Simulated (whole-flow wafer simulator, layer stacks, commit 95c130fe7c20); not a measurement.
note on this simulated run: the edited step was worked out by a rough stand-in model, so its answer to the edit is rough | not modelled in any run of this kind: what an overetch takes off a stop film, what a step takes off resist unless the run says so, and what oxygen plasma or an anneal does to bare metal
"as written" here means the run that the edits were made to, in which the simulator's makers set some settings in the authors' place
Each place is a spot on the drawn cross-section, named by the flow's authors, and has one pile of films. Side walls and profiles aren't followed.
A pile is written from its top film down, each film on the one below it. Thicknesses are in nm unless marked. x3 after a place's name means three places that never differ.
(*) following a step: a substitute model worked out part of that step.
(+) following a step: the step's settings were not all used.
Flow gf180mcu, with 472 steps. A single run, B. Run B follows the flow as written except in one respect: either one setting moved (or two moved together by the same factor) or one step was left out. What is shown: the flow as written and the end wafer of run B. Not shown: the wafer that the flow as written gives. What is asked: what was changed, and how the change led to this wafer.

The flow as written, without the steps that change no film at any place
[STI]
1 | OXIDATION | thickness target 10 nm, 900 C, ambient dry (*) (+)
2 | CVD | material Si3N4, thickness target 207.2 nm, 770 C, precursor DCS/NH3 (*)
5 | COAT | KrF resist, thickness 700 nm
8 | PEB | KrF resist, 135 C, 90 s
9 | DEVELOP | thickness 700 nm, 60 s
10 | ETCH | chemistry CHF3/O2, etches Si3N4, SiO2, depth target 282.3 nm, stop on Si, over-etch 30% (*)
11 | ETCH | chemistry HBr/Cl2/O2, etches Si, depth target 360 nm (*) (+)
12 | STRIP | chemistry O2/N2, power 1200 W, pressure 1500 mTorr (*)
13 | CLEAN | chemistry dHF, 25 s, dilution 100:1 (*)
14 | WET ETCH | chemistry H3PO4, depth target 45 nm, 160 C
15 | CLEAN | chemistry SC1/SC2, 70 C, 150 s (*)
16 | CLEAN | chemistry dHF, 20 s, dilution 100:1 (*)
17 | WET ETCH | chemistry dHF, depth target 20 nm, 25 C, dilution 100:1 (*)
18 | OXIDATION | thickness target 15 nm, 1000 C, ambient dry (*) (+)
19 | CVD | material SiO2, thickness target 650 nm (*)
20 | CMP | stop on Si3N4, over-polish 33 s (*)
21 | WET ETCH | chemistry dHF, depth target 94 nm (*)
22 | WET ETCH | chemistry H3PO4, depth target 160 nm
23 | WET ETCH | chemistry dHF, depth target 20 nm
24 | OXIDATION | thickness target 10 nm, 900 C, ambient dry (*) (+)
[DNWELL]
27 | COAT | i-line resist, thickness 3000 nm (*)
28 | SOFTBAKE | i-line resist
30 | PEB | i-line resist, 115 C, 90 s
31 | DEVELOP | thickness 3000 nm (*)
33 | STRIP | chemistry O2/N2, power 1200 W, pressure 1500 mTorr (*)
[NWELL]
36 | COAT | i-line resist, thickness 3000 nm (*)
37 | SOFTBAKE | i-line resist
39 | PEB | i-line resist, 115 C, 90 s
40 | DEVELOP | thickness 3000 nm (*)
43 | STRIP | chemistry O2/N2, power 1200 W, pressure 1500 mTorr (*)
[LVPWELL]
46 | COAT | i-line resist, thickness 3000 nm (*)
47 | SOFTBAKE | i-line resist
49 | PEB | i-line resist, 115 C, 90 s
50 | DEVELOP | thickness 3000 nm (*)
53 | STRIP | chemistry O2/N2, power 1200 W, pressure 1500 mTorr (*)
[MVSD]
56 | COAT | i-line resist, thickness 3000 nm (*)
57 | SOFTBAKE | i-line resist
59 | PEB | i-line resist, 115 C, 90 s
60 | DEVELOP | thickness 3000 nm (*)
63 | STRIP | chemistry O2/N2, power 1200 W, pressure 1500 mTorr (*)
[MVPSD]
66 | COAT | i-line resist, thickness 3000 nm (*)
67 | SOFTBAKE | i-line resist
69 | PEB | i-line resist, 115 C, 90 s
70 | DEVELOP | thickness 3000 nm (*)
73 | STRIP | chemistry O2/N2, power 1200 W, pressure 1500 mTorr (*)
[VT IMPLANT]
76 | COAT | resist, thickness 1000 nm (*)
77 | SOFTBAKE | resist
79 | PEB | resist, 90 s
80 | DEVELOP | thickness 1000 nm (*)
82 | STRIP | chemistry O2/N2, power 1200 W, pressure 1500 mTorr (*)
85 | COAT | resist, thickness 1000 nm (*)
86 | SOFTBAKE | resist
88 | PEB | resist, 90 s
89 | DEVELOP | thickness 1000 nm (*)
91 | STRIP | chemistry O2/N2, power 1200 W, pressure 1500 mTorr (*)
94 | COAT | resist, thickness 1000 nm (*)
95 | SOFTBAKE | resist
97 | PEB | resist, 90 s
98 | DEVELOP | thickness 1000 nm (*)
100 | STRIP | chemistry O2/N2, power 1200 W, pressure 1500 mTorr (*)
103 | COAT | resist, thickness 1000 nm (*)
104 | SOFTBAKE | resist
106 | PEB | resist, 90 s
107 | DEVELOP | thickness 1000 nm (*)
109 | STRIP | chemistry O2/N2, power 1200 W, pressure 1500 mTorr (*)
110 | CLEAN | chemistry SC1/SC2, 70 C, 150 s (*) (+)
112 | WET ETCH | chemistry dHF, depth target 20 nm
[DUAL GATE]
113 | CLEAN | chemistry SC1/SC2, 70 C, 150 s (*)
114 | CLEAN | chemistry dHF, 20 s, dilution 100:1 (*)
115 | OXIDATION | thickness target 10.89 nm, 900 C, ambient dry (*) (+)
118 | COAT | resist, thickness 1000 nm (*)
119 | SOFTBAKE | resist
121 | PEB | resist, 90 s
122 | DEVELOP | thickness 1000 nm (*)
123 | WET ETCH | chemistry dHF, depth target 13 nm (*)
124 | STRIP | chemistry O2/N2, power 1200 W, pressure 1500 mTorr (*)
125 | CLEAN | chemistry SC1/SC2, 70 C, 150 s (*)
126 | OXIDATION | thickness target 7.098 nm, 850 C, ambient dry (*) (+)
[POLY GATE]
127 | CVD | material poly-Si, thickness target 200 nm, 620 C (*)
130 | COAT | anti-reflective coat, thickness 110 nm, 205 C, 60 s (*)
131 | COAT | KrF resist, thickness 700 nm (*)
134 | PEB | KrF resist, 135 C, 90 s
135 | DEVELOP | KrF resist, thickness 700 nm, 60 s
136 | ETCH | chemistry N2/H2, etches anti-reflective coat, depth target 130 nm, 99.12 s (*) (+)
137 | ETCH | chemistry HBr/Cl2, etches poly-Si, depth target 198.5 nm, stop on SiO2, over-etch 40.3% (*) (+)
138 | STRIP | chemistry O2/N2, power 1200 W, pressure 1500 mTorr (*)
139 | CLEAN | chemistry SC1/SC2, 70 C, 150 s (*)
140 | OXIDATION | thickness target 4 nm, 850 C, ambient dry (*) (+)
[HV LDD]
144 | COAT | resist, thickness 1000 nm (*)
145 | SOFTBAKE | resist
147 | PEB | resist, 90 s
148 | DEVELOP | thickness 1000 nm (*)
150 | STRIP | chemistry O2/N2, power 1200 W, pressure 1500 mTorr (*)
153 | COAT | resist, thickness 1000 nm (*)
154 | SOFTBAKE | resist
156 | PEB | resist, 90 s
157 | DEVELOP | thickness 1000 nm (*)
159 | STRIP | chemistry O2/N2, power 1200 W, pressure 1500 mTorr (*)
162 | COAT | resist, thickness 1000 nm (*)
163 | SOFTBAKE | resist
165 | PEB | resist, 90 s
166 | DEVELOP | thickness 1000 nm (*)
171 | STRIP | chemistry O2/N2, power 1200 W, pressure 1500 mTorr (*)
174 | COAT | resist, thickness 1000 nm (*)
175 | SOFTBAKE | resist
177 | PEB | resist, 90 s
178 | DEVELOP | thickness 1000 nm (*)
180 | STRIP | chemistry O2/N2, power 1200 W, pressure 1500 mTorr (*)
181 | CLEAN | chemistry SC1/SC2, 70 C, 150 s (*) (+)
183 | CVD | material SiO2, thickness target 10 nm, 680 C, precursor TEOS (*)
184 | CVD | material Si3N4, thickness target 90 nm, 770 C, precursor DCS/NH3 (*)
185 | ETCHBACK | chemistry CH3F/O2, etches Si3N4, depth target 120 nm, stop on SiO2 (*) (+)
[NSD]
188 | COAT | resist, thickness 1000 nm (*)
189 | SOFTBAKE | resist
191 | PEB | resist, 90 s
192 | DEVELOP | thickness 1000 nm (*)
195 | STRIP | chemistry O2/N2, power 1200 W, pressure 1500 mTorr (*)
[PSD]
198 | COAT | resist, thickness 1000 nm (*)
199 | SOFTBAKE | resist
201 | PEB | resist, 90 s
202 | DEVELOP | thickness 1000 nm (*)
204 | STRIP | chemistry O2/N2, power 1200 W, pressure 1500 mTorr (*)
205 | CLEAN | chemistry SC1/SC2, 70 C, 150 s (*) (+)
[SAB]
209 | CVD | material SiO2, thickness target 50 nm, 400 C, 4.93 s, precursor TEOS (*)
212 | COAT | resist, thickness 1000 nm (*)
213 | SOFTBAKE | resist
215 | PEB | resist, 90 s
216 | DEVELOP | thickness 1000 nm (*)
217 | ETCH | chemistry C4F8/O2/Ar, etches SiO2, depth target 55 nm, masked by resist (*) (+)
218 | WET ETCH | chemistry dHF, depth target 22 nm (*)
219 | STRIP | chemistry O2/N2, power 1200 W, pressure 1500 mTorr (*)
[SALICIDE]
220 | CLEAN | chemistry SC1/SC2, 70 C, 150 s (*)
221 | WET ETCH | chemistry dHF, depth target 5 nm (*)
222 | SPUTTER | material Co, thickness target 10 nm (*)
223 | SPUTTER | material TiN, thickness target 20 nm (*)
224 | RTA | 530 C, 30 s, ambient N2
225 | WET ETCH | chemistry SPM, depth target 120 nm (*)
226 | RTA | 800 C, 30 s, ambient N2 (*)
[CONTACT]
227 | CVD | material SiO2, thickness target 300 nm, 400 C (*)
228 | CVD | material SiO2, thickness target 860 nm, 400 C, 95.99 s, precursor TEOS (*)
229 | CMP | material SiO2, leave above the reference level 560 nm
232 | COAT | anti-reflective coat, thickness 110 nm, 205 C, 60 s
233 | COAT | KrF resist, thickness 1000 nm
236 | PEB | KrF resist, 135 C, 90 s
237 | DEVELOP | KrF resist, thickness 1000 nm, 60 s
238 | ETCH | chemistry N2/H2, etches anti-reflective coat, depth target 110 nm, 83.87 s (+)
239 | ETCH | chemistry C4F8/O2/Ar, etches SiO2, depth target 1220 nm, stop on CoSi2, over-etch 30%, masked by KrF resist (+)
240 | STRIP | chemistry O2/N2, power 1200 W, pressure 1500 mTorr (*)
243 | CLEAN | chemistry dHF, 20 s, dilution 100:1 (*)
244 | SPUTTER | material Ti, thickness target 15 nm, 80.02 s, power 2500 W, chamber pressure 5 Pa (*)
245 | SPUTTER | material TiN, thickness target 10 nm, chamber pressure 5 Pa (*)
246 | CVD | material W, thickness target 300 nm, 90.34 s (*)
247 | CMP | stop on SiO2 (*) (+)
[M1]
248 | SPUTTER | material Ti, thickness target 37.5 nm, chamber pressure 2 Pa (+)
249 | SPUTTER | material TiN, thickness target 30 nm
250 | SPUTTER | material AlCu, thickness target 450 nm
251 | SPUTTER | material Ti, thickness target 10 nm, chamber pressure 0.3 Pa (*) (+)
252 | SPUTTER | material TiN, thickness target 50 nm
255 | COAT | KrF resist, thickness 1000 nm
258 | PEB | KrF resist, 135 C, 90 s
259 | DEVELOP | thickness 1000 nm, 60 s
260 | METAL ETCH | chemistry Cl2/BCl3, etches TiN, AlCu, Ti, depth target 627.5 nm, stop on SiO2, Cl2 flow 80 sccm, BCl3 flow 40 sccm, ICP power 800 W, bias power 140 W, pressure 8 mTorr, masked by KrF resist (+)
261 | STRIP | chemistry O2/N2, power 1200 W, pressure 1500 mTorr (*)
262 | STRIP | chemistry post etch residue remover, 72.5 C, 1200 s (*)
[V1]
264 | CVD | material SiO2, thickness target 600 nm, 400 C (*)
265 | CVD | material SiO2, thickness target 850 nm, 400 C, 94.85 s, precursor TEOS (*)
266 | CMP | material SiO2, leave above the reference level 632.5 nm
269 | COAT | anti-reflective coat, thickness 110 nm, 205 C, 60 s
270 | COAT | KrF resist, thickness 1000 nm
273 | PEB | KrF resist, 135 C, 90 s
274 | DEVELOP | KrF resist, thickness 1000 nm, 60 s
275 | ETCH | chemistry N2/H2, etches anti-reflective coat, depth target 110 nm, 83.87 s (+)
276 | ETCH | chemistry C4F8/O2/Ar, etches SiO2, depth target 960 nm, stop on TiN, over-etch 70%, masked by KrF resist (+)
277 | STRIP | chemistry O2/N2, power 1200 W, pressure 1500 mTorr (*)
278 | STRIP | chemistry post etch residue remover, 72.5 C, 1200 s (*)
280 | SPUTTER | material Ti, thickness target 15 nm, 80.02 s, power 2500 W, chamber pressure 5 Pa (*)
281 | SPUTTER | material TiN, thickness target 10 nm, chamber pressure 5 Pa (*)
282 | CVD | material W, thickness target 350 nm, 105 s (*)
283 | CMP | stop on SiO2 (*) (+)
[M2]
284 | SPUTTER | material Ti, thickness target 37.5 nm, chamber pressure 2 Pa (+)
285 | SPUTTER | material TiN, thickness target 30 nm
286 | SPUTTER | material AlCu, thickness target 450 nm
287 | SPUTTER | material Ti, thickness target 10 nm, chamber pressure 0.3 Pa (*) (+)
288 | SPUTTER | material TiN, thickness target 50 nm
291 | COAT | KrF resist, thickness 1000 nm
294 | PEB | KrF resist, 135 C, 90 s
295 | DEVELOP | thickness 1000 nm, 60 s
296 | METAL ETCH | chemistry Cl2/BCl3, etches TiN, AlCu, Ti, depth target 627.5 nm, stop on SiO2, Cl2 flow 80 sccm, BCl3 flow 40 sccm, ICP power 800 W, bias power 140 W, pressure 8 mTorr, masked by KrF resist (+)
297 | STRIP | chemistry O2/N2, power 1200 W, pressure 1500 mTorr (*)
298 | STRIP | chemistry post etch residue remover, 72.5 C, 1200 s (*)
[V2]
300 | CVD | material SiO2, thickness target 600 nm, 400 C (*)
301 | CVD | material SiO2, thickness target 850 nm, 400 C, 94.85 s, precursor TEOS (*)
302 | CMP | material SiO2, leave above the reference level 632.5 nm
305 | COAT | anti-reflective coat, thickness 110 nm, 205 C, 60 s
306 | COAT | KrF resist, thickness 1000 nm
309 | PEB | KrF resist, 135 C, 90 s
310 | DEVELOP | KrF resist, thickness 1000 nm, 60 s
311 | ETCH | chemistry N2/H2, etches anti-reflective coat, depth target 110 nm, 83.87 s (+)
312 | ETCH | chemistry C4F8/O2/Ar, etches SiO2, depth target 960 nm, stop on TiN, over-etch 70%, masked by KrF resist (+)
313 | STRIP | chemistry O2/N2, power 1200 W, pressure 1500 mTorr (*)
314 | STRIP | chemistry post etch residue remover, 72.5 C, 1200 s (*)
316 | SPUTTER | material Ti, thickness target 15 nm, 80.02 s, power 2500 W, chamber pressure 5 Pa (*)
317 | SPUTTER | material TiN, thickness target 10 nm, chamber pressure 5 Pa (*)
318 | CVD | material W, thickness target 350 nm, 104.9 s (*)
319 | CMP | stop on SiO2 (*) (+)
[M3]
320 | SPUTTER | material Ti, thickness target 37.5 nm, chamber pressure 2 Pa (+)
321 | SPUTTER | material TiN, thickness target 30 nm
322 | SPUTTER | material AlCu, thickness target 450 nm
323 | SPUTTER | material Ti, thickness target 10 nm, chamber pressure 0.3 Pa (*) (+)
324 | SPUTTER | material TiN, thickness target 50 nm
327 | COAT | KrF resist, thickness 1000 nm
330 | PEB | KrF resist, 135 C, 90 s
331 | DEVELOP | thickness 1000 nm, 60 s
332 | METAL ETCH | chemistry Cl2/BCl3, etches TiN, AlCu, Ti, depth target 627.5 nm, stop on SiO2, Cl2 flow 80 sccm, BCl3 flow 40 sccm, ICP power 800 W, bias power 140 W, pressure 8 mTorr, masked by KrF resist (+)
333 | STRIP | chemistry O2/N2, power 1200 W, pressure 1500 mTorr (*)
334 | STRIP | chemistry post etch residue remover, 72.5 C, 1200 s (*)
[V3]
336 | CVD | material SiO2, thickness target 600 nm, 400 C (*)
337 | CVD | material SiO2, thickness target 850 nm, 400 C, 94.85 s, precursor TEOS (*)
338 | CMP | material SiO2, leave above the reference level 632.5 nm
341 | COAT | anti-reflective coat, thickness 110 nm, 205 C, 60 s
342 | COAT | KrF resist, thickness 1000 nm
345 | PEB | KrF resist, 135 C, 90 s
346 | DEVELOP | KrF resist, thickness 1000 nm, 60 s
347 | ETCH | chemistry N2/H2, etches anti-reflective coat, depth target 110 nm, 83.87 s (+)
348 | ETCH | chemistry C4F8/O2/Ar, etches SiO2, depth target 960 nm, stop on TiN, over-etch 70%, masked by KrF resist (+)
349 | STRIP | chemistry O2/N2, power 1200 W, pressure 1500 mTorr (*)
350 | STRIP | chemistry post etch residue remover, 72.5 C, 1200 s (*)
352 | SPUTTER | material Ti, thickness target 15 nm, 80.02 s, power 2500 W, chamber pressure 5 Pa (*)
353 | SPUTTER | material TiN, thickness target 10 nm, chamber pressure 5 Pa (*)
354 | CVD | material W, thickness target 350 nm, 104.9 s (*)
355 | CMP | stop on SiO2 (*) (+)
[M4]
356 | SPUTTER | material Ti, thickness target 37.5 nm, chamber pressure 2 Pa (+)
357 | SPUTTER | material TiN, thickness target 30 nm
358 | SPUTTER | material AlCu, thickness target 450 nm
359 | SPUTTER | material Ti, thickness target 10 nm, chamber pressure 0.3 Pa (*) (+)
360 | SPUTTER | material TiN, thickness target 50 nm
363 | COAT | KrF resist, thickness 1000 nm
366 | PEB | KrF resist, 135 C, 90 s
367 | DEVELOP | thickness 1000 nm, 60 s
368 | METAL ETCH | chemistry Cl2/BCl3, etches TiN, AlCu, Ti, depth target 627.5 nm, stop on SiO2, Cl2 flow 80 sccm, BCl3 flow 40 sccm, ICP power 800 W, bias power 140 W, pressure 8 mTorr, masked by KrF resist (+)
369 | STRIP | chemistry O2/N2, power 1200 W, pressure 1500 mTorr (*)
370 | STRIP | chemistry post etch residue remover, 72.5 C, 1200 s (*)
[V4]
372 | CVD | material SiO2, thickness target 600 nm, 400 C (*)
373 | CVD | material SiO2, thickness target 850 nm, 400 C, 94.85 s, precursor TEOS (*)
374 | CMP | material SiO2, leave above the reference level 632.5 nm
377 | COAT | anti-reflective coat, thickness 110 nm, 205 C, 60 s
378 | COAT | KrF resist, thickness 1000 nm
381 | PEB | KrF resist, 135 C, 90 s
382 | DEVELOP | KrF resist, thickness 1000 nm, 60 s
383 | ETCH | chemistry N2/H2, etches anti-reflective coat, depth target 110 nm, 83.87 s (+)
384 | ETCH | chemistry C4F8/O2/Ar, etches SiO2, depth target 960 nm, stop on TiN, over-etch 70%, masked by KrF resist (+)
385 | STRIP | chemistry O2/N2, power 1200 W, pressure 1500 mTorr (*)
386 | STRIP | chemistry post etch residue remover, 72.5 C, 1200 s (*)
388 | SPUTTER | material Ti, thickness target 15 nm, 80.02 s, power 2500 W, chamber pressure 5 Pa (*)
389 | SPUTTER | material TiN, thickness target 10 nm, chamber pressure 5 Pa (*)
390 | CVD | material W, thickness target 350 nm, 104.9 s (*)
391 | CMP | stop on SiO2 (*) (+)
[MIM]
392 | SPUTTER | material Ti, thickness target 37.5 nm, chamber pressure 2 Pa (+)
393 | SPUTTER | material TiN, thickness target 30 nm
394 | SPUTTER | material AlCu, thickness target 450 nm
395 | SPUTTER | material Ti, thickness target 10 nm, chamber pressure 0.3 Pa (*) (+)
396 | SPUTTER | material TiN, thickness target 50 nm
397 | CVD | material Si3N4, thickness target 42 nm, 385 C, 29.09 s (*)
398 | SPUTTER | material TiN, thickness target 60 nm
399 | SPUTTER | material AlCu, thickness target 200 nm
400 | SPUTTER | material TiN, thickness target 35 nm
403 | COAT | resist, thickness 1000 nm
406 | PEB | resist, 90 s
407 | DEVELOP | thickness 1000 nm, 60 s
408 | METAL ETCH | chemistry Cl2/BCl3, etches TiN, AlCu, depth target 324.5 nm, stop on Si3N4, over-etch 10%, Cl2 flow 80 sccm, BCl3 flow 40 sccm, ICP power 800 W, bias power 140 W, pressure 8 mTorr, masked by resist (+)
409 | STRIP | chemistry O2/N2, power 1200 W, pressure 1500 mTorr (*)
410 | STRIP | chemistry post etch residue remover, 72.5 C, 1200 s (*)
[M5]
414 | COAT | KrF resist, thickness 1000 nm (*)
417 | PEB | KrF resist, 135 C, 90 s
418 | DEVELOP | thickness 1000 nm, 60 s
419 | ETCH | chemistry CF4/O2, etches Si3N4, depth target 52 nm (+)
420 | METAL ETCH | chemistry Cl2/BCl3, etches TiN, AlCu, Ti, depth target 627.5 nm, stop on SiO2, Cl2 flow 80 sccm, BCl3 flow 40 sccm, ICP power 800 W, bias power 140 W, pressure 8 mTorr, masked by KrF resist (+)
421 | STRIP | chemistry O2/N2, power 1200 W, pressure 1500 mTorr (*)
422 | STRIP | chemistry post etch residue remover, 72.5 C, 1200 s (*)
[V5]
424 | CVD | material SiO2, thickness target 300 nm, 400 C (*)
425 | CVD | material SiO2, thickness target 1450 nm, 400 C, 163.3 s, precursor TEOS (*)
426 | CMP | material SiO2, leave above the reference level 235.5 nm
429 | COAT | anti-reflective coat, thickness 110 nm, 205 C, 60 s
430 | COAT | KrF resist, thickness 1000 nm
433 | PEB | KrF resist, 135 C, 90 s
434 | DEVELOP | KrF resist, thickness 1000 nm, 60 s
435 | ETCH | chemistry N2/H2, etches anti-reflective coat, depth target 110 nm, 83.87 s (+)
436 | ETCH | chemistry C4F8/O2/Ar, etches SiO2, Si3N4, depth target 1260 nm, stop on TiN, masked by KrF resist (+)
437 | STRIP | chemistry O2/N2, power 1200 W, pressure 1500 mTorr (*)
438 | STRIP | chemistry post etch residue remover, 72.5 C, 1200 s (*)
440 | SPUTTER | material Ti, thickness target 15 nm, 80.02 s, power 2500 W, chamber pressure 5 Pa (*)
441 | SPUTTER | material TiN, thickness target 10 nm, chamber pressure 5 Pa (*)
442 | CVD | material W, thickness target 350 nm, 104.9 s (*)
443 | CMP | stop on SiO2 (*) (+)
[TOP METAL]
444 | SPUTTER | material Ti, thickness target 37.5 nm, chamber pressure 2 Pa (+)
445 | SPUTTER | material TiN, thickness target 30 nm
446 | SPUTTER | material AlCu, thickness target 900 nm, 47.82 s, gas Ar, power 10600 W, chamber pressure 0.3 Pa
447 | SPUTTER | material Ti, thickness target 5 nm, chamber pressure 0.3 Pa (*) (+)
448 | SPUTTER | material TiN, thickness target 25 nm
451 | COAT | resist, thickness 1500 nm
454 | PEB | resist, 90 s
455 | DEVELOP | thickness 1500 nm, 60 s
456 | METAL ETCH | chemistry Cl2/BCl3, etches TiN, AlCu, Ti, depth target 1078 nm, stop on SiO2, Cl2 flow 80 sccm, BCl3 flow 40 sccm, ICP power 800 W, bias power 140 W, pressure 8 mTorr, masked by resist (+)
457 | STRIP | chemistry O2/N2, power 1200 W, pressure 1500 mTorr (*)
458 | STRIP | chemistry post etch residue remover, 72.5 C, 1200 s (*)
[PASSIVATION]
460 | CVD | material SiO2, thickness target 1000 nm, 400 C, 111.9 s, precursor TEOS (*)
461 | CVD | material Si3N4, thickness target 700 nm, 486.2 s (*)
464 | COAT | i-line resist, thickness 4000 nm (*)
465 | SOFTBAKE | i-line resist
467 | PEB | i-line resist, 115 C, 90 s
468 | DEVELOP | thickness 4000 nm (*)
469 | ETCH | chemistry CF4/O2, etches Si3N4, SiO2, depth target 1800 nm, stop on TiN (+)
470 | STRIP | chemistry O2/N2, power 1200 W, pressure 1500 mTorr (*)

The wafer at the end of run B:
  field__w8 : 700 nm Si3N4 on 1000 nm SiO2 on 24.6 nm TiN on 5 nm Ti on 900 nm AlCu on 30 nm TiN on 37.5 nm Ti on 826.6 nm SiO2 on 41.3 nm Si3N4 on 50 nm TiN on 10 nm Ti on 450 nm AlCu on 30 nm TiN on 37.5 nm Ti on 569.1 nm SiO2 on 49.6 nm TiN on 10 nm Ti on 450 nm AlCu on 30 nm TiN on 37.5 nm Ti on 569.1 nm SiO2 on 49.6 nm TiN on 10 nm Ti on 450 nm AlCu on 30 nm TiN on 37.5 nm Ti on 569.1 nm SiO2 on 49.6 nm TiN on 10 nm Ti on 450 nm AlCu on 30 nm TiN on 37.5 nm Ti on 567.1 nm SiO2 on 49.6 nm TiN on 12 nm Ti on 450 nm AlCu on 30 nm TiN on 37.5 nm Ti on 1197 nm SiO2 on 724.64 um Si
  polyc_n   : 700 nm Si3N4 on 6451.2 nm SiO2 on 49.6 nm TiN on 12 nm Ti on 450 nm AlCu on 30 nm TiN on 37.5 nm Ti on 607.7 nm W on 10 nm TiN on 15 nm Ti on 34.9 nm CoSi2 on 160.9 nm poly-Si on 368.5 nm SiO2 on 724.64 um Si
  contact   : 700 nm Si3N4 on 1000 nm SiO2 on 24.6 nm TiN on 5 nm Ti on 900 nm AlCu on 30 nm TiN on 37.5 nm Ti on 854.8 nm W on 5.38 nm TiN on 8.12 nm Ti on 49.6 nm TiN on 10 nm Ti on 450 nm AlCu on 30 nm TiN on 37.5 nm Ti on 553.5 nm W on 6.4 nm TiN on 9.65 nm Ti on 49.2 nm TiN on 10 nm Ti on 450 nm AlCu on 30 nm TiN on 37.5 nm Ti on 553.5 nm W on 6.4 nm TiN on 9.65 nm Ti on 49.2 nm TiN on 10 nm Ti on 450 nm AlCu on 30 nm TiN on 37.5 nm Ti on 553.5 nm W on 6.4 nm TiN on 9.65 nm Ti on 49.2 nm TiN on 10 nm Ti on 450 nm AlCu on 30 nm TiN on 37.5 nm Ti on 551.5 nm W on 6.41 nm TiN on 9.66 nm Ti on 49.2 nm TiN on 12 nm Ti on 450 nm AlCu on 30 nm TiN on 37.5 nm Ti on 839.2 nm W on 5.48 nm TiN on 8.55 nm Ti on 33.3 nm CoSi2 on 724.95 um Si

What caused this: step 251, SPUTTER: thickness target 12 nm was run, while the flow as written has thickness target 10 nm.
One can read it off the wafer: field__w8 has Ti 12, and step 251 as written asks for 10 nm.

How this came from the change, step by step:
  251 | SPUTTER | material Ti, thickness target 10 nm, chamber pressure 0.3 Pa (*) (+)
      field, field__w1, field__w2 and 108 more: +12 Ti (new film) (as written it would have been: +10 Ti (new film))
  260 | METAL ETCH | chemistry Cl2/BCl3, etches TiN, AlCu, Ti, depth target 627.5 nm, stop on SiO2, Cl2 flow 80 sccm, BCl3 flow 40 sccm, ICP power 800 W, bias power 140 W, pressure 8 mTorr, masked by KrF resist (+)
      field, field__w1, field__w2 and 99 more: -50 TiN (all of it), -12 Ti (all of it), -450 AlCu (all of it), -30 TiN (all of it), -37.5 Ti (all of it) (as written it would have been: -50 TiN (all of it), -10 Ti (all of it), -450 AlCu (all of it), -30 TiN (all of it), -37.5 Ti (all of it))
